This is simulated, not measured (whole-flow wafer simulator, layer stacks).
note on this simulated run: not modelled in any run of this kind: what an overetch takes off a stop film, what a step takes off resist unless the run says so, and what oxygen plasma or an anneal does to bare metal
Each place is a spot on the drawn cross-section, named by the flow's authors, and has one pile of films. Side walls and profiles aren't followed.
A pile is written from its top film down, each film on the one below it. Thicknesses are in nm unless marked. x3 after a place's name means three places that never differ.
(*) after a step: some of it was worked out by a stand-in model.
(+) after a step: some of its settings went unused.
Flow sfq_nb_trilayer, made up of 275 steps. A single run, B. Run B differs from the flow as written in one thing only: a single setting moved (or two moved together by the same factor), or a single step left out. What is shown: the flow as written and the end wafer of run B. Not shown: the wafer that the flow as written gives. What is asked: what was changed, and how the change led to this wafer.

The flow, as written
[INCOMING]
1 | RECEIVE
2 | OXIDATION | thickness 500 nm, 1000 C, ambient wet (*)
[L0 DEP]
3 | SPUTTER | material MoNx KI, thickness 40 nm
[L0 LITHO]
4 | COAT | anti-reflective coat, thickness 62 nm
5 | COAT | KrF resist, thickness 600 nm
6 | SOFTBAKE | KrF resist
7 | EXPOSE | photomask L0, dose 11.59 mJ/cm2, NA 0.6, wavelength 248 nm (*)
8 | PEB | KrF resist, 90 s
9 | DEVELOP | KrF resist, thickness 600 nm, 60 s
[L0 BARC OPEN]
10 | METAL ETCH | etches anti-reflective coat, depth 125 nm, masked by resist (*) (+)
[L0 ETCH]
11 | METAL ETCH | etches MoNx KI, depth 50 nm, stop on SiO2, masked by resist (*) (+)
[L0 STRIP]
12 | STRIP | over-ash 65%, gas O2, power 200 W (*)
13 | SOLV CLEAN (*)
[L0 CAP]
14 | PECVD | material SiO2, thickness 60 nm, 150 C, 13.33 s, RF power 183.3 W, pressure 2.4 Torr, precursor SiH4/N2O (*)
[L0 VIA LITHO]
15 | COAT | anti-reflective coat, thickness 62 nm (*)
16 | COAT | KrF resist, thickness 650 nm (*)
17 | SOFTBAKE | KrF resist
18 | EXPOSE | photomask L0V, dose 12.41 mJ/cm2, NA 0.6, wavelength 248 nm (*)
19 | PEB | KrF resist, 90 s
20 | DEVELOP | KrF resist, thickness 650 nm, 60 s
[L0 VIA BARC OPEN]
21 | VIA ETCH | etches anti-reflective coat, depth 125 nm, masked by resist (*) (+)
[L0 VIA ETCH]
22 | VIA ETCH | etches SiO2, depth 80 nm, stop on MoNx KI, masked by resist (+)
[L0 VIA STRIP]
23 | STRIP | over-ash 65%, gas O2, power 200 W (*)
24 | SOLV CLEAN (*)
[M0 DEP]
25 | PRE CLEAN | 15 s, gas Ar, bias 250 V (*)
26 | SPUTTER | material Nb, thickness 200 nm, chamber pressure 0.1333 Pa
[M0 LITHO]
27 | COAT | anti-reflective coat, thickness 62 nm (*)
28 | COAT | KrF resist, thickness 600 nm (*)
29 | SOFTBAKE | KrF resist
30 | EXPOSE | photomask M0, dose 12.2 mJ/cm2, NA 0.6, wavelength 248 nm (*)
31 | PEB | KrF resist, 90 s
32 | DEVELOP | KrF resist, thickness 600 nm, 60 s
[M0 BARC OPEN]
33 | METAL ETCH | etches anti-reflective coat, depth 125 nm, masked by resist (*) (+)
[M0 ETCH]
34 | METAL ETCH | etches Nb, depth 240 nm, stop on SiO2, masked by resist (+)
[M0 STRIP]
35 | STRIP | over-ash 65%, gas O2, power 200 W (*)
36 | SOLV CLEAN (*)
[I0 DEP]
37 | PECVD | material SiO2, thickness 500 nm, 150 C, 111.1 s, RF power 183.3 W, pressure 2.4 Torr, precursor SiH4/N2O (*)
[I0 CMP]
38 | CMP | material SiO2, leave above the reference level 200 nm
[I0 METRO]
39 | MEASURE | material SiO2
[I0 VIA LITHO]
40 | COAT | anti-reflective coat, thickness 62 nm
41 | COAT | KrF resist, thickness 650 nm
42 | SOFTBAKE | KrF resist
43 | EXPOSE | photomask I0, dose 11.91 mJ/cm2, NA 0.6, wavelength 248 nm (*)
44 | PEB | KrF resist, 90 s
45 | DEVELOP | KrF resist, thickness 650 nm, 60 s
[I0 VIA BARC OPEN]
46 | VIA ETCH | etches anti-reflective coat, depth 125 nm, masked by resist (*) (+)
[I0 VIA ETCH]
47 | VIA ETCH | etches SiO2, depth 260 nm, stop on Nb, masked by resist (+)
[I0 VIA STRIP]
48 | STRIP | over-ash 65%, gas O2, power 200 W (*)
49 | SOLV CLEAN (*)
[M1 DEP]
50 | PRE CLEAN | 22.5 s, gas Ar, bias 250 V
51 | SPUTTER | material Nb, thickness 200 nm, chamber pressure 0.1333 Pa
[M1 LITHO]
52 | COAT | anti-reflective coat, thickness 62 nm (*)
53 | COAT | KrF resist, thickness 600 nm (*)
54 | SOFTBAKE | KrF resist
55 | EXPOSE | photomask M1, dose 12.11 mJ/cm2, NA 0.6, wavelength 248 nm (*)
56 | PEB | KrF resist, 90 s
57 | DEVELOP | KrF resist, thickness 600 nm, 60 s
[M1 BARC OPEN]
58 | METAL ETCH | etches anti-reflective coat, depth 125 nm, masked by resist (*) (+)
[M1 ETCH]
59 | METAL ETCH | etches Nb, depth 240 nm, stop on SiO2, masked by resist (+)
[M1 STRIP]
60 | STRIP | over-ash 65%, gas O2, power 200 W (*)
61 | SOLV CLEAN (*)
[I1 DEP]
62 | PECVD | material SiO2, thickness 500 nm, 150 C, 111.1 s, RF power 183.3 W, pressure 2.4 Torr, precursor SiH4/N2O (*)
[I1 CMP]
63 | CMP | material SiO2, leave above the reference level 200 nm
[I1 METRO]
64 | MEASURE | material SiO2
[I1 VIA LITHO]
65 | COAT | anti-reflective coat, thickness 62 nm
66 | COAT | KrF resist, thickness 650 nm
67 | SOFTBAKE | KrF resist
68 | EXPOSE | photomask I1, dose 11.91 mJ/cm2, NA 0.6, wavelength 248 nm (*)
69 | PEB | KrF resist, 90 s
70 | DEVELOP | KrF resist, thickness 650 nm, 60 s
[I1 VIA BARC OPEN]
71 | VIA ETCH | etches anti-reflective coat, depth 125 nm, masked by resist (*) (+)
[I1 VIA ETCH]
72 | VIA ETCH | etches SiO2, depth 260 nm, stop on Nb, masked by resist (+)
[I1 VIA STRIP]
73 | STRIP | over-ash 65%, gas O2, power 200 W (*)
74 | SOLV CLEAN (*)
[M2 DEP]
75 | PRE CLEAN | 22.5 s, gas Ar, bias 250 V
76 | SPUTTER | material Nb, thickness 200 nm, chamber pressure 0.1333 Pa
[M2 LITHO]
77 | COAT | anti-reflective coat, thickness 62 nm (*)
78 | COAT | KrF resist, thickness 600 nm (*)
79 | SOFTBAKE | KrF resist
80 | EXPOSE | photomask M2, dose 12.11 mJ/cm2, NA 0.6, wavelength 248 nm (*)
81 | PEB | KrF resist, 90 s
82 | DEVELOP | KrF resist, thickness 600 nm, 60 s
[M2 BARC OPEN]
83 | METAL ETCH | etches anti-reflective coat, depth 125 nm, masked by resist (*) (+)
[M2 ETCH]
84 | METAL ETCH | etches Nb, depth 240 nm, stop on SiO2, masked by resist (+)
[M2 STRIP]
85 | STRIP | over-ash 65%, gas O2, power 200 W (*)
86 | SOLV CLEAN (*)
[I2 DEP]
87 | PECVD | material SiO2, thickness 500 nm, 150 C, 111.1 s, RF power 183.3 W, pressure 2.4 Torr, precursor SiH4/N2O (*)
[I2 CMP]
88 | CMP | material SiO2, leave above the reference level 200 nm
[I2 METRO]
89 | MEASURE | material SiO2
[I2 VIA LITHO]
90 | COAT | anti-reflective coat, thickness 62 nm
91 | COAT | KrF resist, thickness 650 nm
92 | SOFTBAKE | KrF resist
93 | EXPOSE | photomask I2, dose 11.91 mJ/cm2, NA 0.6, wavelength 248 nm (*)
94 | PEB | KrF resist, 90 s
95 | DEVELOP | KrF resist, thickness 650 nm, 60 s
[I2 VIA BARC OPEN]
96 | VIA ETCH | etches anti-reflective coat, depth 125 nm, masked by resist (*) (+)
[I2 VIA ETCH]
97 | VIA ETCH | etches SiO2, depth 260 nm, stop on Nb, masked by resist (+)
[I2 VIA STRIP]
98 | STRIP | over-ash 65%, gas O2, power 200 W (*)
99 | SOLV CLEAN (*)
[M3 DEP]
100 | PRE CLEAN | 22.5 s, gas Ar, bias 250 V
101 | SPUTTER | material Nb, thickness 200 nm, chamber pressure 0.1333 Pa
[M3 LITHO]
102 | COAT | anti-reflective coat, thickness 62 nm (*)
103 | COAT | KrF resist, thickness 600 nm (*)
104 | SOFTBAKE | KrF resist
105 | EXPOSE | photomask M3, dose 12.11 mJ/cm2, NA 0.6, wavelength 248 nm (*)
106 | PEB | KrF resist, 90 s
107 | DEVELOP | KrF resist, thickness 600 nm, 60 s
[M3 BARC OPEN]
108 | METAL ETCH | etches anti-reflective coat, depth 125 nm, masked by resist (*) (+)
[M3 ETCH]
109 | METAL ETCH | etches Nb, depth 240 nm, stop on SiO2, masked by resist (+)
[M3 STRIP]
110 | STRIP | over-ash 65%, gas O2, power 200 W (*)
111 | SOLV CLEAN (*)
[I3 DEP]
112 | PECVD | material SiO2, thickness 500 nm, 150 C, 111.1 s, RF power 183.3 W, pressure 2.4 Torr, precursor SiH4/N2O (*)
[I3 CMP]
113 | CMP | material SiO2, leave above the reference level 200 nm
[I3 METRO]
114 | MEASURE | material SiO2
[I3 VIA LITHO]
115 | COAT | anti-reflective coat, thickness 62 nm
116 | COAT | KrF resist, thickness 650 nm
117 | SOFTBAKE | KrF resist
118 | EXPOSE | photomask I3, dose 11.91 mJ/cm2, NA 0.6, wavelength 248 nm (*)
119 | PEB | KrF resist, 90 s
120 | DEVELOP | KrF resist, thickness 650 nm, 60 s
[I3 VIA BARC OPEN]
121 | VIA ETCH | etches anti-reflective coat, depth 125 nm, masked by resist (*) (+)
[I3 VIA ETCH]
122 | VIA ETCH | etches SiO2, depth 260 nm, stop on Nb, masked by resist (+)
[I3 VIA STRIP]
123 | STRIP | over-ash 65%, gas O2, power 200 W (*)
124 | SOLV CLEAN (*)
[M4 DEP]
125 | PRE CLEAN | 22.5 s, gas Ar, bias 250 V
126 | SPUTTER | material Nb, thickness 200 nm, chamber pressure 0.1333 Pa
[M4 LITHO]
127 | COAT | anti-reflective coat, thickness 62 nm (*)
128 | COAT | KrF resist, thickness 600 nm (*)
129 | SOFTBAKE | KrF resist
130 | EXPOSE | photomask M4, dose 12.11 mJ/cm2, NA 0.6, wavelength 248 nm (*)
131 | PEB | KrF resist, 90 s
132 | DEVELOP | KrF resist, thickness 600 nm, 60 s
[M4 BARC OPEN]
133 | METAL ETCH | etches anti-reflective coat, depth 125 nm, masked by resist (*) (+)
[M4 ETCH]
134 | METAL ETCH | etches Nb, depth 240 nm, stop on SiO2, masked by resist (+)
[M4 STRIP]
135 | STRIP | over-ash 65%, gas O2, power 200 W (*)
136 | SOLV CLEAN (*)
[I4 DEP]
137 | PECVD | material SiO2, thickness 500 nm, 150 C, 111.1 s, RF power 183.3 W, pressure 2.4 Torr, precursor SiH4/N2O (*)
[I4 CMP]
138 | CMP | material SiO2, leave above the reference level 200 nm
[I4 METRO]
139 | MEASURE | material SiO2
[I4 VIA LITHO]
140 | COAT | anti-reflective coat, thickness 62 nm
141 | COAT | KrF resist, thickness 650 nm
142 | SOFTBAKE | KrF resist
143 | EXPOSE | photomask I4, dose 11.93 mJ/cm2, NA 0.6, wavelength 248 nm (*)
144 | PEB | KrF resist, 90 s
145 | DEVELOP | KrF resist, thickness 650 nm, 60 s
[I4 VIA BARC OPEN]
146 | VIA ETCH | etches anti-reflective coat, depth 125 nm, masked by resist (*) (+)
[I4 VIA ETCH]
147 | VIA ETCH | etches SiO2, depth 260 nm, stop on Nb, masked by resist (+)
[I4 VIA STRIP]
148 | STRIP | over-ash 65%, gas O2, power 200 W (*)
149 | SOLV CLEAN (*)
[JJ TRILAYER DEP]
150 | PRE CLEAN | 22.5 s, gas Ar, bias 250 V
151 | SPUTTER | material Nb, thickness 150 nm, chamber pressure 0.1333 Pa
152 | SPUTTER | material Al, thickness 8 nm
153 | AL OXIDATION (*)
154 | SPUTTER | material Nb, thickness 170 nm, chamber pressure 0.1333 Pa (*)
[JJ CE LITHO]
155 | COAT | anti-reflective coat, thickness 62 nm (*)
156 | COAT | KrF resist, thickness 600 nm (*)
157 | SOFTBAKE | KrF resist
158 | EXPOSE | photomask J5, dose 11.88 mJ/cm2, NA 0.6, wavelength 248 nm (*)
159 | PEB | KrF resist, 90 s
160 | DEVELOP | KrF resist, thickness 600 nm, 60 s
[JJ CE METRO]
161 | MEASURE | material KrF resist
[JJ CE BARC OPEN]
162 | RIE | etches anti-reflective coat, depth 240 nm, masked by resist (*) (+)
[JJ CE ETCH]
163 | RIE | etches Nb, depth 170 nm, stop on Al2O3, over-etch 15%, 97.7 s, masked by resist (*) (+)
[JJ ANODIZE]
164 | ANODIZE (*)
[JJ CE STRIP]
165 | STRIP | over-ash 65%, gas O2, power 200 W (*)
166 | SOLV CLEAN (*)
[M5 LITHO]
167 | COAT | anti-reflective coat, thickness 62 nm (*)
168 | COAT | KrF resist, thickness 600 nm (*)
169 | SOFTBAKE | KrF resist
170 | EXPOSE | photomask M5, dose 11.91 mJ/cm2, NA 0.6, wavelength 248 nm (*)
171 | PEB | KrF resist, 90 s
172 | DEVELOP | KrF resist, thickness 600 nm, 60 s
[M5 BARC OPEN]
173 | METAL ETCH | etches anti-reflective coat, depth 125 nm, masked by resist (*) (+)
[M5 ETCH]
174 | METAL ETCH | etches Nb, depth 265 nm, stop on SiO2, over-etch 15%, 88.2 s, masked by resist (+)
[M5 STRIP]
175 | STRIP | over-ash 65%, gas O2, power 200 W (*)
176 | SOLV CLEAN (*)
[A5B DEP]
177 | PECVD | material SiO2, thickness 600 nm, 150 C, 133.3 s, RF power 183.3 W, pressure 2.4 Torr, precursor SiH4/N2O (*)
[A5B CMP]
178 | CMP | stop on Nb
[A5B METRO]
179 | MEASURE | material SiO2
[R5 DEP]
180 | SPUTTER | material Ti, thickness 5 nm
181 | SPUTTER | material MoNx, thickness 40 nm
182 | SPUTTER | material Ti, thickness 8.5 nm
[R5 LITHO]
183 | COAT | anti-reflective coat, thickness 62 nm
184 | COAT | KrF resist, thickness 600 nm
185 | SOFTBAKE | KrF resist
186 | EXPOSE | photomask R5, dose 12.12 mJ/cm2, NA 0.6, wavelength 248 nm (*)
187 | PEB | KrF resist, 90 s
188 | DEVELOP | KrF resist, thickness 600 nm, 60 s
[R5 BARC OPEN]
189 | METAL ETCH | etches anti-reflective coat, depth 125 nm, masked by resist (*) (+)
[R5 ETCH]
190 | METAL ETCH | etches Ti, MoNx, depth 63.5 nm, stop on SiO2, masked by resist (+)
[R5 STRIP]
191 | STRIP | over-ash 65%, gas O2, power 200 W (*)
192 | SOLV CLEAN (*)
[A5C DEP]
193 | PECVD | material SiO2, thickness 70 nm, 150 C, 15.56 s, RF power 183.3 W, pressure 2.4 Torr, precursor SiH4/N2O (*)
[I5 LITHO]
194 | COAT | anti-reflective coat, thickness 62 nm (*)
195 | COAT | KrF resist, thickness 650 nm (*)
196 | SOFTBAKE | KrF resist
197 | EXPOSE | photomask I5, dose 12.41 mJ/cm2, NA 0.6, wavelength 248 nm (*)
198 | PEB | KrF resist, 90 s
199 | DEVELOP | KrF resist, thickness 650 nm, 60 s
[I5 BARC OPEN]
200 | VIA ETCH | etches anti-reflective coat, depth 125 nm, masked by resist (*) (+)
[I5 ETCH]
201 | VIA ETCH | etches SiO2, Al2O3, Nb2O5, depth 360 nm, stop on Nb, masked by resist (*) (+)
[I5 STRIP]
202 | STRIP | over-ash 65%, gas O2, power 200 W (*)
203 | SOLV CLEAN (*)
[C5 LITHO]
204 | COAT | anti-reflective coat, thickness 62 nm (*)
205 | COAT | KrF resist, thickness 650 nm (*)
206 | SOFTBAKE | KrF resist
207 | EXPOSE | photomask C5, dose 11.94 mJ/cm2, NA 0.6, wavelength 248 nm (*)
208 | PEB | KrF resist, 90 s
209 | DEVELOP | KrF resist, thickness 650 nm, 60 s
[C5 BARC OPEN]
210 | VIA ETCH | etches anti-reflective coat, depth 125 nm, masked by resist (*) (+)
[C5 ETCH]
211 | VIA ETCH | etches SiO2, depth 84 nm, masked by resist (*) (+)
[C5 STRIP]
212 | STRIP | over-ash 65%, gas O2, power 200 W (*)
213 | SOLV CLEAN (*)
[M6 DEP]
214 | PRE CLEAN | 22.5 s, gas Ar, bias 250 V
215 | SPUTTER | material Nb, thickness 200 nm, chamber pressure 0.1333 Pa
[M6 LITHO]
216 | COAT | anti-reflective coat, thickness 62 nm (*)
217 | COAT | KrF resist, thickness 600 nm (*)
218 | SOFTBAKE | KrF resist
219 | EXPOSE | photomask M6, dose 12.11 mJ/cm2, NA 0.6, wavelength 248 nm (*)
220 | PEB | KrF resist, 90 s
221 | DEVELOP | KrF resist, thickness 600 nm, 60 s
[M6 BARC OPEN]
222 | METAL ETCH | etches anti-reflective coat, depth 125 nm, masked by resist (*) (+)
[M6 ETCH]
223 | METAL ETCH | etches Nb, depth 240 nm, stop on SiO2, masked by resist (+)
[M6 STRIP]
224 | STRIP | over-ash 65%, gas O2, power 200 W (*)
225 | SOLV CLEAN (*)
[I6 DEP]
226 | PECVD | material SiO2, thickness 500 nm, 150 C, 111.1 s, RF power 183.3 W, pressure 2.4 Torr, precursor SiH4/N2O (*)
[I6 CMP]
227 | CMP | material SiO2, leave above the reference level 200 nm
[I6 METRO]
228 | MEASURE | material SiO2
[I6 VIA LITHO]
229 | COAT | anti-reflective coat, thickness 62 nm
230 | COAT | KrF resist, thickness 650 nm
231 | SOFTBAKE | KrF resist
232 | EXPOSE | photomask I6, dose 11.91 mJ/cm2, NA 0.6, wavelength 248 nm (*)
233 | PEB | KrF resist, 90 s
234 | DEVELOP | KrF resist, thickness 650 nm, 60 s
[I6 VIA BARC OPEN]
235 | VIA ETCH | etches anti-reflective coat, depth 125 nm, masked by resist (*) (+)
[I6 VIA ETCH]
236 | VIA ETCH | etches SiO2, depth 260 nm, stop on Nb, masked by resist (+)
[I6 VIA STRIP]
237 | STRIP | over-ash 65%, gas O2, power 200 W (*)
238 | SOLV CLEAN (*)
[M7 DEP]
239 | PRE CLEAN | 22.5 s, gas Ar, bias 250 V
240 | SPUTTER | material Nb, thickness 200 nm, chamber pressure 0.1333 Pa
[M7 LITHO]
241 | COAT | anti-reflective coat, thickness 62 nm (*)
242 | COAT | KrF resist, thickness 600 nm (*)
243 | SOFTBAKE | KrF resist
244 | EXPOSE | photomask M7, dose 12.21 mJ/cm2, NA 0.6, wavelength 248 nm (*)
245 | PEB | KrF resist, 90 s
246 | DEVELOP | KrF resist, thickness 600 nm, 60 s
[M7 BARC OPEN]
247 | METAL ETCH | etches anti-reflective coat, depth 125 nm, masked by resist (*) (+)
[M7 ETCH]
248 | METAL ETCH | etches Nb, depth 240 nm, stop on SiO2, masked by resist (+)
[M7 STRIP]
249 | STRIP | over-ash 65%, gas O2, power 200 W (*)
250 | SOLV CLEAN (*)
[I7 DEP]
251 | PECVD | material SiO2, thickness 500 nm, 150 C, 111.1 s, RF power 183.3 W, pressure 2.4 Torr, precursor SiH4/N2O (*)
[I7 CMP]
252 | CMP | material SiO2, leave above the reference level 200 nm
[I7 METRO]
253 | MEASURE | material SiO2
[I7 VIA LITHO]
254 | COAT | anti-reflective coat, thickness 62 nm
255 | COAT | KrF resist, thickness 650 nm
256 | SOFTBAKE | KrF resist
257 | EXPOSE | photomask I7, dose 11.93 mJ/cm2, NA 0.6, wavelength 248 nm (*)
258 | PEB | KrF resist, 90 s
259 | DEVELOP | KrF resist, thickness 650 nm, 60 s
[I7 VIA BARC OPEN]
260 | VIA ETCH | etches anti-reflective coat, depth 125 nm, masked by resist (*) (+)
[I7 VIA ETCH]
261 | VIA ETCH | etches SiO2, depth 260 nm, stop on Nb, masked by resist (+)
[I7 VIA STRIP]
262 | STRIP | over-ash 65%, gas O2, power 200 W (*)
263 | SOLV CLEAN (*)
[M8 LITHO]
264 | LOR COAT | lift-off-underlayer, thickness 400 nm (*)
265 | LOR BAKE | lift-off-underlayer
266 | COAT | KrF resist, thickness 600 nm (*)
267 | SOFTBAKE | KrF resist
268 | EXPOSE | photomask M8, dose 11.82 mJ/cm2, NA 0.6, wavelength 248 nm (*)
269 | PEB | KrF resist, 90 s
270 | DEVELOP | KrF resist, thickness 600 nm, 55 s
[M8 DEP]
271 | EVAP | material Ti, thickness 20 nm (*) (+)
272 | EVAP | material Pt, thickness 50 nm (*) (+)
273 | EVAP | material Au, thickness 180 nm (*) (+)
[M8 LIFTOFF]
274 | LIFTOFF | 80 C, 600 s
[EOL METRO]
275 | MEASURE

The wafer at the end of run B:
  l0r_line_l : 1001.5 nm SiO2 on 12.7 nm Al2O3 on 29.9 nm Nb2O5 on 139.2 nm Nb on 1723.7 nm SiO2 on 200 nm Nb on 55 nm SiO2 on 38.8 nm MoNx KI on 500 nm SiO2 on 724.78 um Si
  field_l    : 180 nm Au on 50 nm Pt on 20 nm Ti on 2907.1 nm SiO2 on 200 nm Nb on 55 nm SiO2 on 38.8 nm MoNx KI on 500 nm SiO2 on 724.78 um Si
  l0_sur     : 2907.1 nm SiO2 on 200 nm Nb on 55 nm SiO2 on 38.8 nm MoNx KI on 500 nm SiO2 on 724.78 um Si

Cause: step 3, SPUTTER: thickness 38.8 nm was run, though the flow has thickness 40 nm.
The wafer itself shows it: l0r_line_l has MoNx KI 38.8, and step 3 as written asks for 40 nm.

How this came from the change, step by step:
  3 | SPUTTER | material MoNx KI, thickness 40 nm
      field_l, v_sur, via_wl and 103 more: MoNx KI gains 38.8 (new film) (as written it would have been: MoNx KI gains 40 (new film))
  11 | METAL ETCH | etches MoNx KI, depth 50 nm, stop on SiO2, masked by resist (*) (+)
      v_sur, via_wl, via_w and 97 more: MoNx KI loses 38.8 (all of it) (as written it would have been: MoNx KI loses 40 (all of it))
